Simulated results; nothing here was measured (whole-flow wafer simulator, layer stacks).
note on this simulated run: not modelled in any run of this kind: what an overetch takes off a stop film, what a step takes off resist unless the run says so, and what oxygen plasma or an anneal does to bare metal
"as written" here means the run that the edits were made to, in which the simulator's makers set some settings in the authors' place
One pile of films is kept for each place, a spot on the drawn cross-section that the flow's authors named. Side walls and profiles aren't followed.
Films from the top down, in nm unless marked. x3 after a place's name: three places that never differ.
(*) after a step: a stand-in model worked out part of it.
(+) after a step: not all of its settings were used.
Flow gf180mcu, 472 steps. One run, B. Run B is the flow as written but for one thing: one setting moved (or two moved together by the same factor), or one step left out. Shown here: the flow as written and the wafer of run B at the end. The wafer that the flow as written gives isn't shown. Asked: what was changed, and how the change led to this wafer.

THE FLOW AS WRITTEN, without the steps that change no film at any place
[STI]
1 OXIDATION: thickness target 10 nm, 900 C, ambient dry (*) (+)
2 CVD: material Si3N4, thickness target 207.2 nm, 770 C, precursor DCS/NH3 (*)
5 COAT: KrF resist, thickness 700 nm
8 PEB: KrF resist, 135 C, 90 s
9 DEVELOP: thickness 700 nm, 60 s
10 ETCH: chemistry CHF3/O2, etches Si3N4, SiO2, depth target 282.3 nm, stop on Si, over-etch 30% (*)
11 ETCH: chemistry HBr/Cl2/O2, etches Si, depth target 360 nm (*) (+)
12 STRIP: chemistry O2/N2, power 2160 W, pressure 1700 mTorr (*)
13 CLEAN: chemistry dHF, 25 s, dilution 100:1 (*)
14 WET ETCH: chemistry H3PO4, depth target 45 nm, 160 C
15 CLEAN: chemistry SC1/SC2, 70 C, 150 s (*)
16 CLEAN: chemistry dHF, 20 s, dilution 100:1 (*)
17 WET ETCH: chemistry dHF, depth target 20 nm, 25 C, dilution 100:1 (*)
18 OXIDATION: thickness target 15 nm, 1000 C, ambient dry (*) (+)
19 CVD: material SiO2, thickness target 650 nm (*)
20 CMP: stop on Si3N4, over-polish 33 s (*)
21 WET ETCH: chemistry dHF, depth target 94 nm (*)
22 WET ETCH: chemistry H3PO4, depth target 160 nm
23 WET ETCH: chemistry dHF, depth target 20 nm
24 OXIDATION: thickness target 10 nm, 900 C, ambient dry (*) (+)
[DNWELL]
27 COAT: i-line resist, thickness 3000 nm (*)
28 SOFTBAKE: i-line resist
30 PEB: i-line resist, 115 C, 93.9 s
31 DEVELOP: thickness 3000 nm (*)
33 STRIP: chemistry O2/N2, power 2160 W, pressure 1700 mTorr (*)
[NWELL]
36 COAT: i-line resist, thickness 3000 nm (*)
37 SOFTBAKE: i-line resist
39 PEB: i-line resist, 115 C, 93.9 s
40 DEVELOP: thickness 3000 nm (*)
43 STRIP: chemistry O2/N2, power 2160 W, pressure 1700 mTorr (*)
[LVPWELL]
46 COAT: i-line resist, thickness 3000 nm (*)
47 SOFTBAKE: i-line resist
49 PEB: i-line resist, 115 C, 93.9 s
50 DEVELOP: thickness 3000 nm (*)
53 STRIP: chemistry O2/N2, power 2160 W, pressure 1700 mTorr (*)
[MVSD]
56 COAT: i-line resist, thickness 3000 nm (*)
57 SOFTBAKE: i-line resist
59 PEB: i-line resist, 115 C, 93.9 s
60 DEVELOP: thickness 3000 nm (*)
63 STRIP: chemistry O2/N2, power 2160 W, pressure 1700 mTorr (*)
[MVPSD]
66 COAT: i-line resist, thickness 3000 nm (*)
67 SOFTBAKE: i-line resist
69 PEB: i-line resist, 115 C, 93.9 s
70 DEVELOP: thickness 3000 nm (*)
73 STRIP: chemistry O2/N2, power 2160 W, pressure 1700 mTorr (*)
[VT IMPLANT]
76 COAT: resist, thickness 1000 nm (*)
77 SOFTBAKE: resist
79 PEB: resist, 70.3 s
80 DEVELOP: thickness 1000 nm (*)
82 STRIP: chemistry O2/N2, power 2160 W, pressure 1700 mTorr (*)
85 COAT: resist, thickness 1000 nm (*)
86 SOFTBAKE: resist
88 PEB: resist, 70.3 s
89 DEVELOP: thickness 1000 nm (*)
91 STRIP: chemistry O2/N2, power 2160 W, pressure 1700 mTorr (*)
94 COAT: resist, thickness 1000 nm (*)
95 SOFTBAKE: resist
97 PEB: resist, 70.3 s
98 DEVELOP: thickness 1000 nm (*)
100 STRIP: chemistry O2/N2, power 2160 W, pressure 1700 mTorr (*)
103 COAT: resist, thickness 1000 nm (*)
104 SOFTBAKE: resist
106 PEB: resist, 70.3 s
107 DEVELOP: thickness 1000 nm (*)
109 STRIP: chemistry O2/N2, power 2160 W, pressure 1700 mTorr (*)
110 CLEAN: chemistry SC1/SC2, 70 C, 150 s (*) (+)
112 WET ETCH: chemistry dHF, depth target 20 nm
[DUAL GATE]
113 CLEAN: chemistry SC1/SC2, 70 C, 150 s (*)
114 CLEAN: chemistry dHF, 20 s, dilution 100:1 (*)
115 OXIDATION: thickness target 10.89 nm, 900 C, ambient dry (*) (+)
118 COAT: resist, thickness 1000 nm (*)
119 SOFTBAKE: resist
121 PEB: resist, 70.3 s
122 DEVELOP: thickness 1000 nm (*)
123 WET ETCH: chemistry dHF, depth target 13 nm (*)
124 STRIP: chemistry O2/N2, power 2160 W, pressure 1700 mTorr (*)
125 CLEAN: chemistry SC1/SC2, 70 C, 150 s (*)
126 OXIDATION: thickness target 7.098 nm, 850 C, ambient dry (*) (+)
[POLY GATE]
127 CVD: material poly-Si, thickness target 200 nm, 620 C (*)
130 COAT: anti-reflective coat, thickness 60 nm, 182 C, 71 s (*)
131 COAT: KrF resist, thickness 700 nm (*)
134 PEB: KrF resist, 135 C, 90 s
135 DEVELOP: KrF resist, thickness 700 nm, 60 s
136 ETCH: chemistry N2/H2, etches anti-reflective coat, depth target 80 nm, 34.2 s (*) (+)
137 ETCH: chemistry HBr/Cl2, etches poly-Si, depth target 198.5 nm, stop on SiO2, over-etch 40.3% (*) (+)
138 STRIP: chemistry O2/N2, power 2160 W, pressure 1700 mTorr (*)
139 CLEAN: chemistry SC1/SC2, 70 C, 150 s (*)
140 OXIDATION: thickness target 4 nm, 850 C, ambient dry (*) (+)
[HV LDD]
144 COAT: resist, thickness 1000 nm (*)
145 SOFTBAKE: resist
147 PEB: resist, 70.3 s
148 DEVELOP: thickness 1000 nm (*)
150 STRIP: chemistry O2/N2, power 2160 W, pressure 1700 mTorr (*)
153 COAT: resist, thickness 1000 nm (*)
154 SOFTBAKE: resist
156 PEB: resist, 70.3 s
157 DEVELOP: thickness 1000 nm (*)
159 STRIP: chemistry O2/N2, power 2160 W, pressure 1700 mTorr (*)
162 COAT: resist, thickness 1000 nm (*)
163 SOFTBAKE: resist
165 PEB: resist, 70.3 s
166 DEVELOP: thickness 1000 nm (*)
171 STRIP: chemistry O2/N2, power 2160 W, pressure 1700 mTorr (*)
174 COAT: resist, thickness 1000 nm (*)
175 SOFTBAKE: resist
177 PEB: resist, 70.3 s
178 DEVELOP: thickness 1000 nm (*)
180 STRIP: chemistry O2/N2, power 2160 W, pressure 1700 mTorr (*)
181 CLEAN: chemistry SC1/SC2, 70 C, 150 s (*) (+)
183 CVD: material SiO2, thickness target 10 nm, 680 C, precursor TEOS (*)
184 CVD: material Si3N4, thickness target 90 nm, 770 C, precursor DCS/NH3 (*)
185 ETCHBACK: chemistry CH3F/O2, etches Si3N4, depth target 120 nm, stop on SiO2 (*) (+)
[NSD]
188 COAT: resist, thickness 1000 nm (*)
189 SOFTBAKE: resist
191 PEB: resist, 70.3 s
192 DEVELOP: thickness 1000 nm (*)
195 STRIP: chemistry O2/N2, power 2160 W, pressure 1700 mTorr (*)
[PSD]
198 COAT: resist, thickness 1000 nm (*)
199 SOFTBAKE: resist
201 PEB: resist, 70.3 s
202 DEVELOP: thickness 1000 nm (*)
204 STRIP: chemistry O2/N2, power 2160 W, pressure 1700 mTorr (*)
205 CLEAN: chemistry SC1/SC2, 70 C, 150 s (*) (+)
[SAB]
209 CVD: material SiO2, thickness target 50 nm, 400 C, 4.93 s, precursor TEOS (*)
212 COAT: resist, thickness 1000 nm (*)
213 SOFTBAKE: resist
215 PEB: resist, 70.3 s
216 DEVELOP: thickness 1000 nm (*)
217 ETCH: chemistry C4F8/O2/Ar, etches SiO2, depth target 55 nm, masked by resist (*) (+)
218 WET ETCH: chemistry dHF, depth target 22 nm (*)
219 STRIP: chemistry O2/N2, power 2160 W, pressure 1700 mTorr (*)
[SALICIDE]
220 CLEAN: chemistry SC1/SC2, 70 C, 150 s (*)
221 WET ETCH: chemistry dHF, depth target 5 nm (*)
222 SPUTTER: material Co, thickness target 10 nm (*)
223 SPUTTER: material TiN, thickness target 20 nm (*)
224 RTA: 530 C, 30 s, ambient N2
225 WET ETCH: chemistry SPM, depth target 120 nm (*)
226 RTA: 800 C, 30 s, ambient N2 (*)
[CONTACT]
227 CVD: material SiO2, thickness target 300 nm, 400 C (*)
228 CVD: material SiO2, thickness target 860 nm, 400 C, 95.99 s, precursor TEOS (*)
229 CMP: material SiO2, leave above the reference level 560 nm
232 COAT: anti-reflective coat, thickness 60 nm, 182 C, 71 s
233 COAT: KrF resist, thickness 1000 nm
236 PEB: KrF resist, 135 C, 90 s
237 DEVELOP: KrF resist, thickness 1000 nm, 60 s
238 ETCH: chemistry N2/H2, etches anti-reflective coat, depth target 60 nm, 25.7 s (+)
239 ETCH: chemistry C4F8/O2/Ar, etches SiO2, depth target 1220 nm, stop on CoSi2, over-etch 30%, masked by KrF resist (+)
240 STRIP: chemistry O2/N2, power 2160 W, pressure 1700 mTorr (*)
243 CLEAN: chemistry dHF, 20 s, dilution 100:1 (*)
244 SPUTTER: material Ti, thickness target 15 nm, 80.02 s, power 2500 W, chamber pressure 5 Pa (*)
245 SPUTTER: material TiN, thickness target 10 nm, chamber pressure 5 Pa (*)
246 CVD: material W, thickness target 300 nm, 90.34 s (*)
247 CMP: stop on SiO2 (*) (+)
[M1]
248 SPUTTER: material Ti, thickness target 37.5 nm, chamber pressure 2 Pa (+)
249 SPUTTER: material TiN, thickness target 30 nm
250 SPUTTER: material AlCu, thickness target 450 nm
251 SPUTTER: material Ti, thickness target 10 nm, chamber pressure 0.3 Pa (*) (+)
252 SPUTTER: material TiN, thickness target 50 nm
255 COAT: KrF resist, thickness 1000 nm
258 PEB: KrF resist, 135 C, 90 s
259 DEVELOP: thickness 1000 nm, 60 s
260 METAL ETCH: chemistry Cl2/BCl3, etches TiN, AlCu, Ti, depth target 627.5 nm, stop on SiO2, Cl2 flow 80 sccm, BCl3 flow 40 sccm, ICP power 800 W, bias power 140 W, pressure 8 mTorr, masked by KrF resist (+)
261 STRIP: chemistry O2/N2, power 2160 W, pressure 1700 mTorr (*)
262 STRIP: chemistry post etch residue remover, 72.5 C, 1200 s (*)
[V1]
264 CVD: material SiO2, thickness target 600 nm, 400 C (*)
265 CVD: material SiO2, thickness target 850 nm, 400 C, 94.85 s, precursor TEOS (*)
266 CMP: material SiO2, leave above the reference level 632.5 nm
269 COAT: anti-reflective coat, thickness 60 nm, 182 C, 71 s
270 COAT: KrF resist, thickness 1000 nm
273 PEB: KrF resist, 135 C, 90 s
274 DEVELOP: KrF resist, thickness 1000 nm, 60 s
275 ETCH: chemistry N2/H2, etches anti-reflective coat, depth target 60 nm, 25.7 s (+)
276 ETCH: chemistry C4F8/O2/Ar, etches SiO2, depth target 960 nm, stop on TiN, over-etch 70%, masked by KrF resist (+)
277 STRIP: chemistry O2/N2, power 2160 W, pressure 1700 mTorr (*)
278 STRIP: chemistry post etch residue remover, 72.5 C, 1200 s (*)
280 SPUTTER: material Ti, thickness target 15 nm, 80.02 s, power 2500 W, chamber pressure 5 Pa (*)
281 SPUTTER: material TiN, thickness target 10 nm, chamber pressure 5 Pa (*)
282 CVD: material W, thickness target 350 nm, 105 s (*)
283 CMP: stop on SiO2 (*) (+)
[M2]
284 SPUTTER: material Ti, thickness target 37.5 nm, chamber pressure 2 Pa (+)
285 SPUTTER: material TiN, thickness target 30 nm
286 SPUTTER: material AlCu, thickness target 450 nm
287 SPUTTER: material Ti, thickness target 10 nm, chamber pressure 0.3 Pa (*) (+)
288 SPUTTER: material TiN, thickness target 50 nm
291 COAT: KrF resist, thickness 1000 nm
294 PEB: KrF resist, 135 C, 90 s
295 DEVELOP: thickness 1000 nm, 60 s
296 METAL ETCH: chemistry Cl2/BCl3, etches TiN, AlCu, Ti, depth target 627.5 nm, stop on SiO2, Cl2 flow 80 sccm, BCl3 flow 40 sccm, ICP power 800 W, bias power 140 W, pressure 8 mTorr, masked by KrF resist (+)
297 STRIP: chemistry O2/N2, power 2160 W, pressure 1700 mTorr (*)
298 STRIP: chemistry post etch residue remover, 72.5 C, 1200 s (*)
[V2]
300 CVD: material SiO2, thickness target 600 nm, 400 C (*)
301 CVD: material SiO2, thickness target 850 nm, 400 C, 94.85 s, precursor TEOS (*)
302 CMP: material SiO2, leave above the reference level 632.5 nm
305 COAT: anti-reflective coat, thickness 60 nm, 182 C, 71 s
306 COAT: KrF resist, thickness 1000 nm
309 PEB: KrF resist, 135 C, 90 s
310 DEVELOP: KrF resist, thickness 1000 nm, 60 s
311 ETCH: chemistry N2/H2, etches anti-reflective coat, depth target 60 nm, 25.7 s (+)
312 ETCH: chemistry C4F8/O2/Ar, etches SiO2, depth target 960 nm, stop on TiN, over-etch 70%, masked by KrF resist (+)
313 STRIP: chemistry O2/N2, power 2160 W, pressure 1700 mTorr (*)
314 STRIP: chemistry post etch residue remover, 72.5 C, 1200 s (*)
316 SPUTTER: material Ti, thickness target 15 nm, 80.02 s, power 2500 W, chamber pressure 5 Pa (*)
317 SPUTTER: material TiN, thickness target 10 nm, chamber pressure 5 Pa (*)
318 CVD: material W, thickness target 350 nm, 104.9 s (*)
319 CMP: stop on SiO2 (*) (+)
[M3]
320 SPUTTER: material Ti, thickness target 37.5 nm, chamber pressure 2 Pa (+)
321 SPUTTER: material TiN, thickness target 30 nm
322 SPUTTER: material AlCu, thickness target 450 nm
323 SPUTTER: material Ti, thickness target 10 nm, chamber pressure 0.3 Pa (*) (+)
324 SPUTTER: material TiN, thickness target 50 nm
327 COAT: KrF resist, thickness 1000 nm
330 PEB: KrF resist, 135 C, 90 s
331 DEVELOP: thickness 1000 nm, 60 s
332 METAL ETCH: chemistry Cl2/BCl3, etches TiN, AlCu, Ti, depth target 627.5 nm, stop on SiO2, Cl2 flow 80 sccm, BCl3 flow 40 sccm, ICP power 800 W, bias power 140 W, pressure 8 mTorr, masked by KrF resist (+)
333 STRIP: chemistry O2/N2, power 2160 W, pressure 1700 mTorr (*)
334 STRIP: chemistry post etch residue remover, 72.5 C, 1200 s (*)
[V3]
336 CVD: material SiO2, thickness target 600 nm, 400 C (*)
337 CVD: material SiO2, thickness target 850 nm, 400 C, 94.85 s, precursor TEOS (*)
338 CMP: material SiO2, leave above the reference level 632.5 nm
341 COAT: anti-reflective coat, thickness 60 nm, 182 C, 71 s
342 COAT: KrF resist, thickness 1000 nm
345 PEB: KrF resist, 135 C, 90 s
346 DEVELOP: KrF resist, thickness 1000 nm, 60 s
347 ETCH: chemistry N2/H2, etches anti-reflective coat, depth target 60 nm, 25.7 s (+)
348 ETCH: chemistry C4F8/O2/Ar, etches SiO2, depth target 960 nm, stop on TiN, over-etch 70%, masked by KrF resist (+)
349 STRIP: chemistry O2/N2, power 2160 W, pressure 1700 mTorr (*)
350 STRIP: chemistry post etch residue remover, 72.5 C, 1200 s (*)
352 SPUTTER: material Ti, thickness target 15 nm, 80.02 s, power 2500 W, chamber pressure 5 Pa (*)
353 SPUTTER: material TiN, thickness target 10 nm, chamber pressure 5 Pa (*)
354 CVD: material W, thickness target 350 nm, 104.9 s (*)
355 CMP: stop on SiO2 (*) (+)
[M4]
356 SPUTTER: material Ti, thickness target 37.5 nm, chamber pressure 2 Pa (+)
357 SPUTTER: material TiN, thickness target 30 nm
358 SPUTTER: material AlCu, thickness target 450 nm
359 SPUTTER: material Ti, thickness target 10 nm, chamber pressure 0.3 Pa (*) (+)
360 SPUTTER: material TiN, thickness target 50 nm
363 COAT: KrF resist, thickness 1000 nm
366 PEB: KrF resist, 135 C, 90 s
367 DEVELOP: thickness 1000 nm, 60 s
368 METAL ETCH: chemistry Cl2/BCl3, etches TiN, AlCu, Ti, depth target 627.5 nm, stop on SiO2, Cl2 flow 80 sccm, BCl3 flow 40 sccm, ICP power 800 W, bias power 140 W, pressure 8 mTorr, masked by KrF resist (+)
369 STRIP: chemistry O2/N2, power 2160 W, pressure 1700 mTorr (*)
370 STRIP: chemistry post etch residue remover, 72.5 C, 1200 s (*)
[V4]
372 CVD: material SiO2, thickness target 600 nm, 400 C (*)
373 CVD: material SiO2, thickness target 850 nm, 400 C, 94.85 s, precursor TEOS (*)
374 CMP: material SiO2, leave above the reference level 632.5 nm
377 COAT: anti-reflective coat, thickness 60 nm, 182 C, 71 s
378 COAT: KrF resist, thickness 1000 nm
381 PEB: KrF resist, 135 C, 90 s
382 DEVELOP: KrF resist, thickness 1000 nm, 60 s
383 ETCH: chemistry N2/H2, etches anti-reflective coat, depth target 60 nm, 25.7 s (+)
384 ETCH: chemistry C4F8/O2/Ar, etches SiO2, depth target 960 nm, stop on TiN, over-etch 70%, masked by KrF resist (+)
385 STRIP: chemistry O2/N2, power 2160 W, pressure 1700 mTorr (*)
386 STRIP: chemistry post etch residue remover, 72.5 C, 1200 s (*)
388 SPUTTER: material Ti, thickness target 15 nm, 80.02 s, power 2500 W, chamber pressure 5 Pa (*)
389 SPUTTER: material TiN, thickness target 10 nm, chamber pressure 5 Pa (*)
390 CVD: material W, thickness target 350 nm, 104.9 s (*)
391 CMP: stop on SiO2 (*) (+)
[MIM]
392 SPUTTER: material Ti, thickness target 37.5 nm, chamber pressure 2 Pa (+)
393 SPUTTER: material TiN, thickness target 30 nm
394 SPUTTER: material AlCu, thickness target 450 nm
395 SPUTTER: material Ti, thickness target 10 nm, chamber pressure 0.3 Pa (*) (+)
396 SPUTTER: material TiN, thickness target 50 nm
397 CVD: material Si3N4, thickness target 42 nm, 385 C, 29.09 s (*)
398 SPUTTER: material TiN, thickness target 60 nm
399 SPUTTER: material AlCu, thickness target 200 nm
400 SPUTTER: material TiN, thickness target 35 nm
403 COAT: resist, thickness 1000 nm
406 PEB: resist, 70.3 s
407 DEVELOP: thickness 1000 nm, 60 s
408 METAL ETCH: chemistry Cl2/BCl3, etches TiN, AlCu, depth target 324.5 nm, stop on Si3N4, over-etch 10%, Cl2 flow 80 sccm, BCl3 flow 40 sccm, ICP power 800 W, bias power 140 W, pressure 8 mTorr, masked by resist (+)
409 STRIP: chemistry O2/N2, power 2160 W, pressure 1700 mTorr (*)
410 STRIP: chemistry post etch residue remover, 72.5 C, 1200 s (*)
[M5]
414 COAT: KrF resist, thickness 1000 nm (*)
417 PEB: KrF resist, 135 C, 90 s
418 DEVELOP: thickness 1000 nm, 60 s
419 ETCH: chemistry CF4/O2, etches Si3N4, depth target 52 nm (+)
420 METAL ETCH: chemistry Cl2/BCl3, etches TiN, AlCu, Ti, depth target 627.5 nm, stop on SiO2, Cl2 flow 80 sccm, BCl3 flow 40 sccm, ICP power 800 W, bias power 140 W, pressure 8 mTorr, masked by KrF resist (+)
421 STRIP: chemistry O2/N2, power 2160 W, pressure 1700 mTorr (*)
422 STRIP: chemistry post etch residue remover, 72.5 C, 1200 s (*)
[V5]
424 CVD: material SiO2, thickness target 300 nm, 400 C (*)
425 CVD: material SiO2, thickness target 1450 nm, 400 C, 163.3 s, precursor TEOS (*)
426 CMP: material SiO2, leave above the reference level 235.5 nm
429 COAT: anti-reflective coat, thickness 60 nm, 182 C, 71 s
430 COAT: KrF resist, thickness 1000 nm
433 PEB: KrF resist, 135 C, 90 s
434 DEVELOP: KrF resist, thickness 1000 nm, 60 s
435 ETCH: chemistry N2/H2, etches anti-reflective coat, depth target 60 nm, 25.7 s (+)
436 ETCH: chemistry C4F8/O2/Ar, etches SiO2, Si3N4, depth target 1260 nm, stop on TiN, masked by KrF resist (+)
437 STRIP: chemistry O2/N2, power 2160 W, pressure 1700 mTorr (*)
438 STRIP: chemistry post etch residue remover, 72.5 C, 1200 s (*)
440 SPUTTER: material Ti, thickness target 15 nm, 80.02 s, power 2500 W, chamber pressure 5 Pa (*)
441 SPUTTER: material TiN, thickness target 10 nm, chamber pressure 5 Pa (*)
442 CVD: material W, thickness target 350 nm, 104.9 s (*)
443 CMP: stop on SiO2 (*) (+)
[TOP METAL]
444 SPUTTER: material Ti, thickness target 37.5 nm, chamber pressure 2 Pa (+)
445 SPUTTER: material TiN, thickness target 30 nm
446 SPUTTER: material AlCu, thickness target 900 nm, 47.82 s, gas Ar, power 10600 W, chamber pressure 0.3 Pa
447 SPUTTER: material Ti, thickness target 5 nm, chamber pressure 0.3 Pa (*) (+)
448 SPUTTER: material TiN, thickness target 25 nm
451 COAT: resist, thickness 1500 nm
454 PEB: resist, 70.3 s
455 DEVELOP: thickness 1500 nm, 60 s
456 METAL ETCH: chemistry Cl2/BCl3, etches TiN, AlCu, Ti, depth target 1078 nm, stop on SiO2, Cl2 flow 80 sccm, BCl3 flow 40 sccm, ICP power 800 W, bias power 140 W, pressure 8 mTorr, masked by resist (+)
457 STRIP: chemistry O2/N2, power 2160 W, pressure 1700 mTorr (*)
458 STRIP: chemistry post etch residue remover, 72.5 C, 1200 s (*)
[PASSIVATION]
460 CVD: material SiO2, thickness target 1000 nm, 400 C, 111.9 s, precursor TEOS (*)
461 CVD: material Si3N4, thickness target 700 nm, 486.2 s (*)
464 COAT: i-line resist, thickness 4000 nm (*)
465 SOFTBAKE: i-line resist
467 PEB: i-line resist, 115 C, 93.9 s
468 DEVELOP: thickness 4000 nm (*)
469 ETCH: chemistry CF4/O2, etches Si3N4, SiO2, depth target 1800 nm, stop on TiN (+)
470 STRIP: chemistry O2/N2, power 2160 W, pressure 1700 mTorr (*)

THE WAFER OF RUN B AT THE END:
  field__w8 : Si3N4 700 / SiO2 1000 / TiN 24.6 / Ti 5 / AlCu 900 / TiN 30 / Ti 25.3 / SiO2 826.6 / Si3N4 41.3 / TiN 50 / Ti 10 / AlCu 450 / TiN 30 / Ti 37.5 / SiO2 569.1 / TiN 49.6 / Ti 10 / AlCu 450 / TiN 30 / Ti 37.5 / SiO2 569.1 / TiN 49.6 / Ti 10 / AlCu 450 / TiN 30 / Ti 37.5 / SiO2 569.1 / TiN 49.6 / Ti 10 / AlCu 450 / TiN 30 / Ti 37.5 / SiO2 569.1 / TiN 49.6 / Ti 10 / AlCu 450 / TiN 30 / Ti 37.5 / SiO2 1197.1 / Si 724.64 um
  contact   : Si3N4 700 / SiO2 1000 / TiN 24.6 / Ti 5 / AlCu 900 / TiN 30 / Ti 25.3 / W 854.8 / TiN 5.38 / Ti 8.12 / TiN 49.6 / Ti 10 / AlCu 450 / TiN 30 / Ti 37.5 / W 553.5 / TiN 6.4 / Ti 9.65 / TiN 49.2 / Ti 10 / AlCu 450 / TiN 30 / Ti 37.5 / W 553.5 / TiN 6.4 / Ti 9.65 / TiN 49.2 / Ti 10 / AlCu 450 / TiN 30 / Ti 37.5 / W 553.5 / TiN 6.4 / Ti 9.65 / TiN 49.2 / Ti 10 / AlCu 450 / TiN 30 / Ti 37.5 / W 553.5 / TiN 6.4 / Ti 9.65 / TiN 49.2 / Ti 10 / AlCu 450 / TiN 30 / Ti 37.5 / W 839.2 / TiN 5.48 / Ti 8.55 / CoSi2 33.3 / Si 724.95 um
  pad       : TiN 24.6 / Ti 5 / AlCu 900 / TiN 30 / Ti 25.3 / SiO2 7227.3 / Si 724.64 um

The cause: step 444, SPUTTER: thickness target 25.3 nm was run, where the flow has thickness target 37.5 nm.
It can be read off the wafer: field__w8 has Ti 25.3, and step 444 as written asks for 37.5 nm.

How the change led to this, step by step:
  444 SPUTTER: material Ti, thickness target 37.5 nm, chamber pressure 2 Pa (+)
      field, field__w1, field__w2 and 109 more: Ti +25.3 (new film) (as written it would be: Ti +37.5 (new film))
  456 METAL ETCH: chemistry Cl2/BCl3, etches TiN, AlCu, Ti, depth target 1078 nm, stop on SiO2, Cl2 flow 80 sccm, BCl3 flow 40 sccm, ICP power 800 W, bias power 140 W, pressure 8 mTorr, masked by resist (+)
      field, field__w1, field__w2 and 103 more: TiN -25 (all of it), Ti -5 (all of it), AlCu -900 (all of it), TiN -30 (all of it), Ti -25.3 (all of it) (as written it would be: TiN -25 (all of it), Ti -5 (all of it), AlCu -900 (all of it), TiN -30 (all of it), Ti -37.5 (all of it))
